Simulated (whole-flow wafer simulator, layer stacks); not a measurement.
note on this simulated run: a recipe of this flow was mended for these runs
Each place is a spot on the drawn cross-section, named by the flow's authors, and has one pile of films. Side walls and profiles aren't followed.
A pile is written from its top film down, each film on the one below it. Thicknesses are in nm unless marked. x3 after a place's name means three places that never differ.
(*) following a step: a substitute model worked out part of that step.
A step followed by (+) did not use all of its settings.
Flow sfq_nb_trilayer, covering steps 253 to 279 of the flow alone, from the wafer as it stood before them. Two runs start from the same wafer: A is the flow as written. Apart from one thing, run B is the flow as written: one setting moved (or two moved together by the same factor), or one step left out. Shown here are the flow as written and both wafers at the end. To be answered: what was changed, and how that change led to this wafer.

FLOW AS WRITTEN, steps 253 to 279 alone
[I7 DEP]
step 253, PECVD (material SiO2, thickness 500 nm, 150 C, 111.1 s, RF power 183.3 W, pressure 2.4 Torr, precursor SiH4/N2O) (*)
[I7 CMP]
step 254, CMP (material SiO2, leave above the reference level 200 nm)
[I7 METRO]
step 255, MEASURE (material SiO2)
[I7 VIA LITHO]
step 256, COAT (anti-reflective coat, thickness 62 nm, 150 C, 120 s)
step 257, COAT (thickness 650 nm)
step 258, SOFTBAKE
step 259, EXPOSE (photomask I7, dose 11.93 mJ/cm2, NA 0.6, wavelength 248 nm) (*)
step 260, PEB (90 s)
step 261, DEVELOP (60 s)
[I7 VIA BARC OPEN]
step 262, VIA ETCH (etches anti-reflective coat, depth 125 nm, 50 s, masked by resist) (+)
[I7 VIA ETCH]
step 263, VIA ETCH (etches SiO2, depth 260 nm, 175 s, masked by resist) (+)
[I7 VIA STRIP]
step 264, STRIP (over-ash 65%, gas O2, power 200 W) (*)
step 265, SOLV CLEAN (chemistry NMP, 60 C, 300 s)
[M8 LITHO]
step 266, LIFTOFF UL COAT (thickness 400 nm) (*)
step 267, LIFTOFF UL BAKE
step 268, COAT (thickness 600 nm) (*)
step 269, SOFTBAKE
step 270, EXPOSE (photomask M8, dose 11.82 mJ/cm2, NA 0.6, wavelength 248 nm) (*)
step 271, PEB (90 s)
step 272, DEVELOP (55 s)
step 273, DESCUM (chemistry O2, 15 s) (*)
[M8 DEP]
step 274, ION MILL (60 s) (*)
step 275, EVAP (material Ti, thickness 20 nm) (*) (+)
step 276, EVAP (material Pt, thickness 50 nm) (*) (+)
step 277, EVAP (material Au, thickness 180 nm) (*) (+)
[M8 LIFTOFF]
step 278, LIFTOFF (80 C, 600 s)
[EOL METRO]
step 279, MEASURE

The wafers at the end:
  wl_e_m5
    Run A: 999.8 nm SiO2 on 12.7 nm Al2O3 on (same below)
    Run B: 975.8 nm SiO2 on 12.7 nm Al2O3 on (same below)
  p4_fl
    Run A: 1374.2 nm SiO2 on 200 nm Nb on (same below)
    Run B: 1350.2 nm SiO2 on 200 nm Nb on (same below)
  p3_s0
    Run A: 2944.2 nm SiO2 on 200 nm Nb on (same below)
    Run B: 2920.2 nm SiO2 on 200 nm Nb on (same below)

What caused this: step 253, PECVD: thickness 380 nm was run, though the flow has thickness 500 nm; step 253, PECVD: 84.44 s was run, where the flow has 111.1 s.

The path from the change to this, step by step:
  step 253, PECVD (material SiO2, thickness 500 nm, 150 C, 111.1 s, RF power 183.3 W, pressure 2.4 Torr, precursor SiH4/N2O) (*)
      field_l, p4_fl, p4_fm and 56 more: A SiO2 gains 500 | B SiO2 gains 380
      v_sur, via_wl, via_w and 37 more: A SiO2 gains 500 (new film) | B SiO2 gains 380 (new film)
      (and at 7 other places as well)
  step 254, CMP (material SiO2, leave above the reference level 200 nm)
      field_l, p4_fl, p4_fm and 56 more: A SiO2 loses 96 | B nothing
      field_r, lsp_l: A SiO2 loses 73.2 | B nothing
      (and at 45 other places as well)
  step 256, COAT (anti-reflective coat, thickness 62 nm, 150 C, 120 s)
      m0r_line_l, m0r_line_r, m5r_space_l, m5r_space_r, m6r_line_l, m6r_line_r: A anti-reflective coat gains 62 (new film) | B anti-reflective coat gains 66.8 (new film)
      m0r_space_l, m0r_space_r, m6r_space_l, m6r_space_r: A anti-reflective coat gains 62 (new film) | B anti-reflective coat gains 68.7 (new film)
      (and at 42 other places as well)
  step 262, VIA ETCH (etches anti-reflective coat, depth 125 nm, 50 s, masked by resist) (+)
      via_wl: A anti-reflective coat loses 62 (all of it), SiO2 loses 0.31 | B anti-reflective coat loses 57.4 (all of it), SiO2 loses 0.34
      via_w: A anti-reflective coat loses 62 (all of it), SiO2 loses 0.31 | B anti-reflective coat loses 60.5 (all of it), SiO2 loses 0.32
  step 264, STRIP (over-ash 65%, gas O2, power 200 W) (*)
      m0r_line_l, m0r_line_r, m6r_line_l, m6r_line_r: A KrF-resist-other-grade loses 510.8 (all of it), anti-reflective coat loses 62 (all of it) | B KrF-resist-other-grade loses 512.8 (all of it), anti-reflective coat loses 66.8 (all of it)
      m0r_space_l, m0r_space_r, m6r_space_l, m6r_space_r: A KrF-resist-other-grade loses 510.8 (all of it), anti-reflective coat loses 62 (all of it) | B KrF-resist-other-grade loses 511.2 (all of it), anti-reflective coat loses 68.7 (all of it)
      (and at 42 other places as well)
  step 266, LIFTOFF UL COAT (thickness 400 nm) (*)
      r5r_spacepad_l, r5r_spacepad_r: A lift-off-underlayer gains 400 (new film) | B lift-off-underlayer gains 408.9 (new film)
      m7r_line_l x2: A lift-off-underlayer gains 400 (new film) | B lift-off-underlayer gains 391.5 (new film)
      (and at 12 other places as well)
  step 272, DEVELOP (55 s)
      field_l: A KrF-resist-other-grade loses 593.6 (all of it), lift-off-underlayer loses 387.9 (all of it) | B KrF-resist-other-grade loses 596.3 (all of it), lift-off-underlayer loses 397 (all of it)
  step 278, LIFTOFF (80 C, 600 s)
      r5r_spacepad_l, r5r_spacepad_r: A Au loses 180 (all of it), Pt loses 50 (all of it), Ti loses 20 (all of it), KrF-resist-other-grade loses 562.7 (all of it), lift-off-underlayer loses 400 (all of it) | B Au loses 180 (all of it), Pt loses 50 (all of it), Ti loses 20 (all of it), KrF-resist-other-grade loses 561.3 (all of it), lift-off-underlayer loses 408.9 (all of it)
      m7r_line_l x2: A Au loses 180 (all of it), Pt loses 50 (all of it), Ti loses 20 (all of it), KrF-resist-other-grade loses 562.7 (all of it), lift-off-underlayer loses 400 (all of it) | B Au loses 180 (all of it), Pt loses 50 (all of it), Ti loses 20 (all of it), KrF-resist-other-grade loses 561.8 (all of it), lift-off-underlayer loses 391.5 (all of it)
      (and at 11 other places as well)
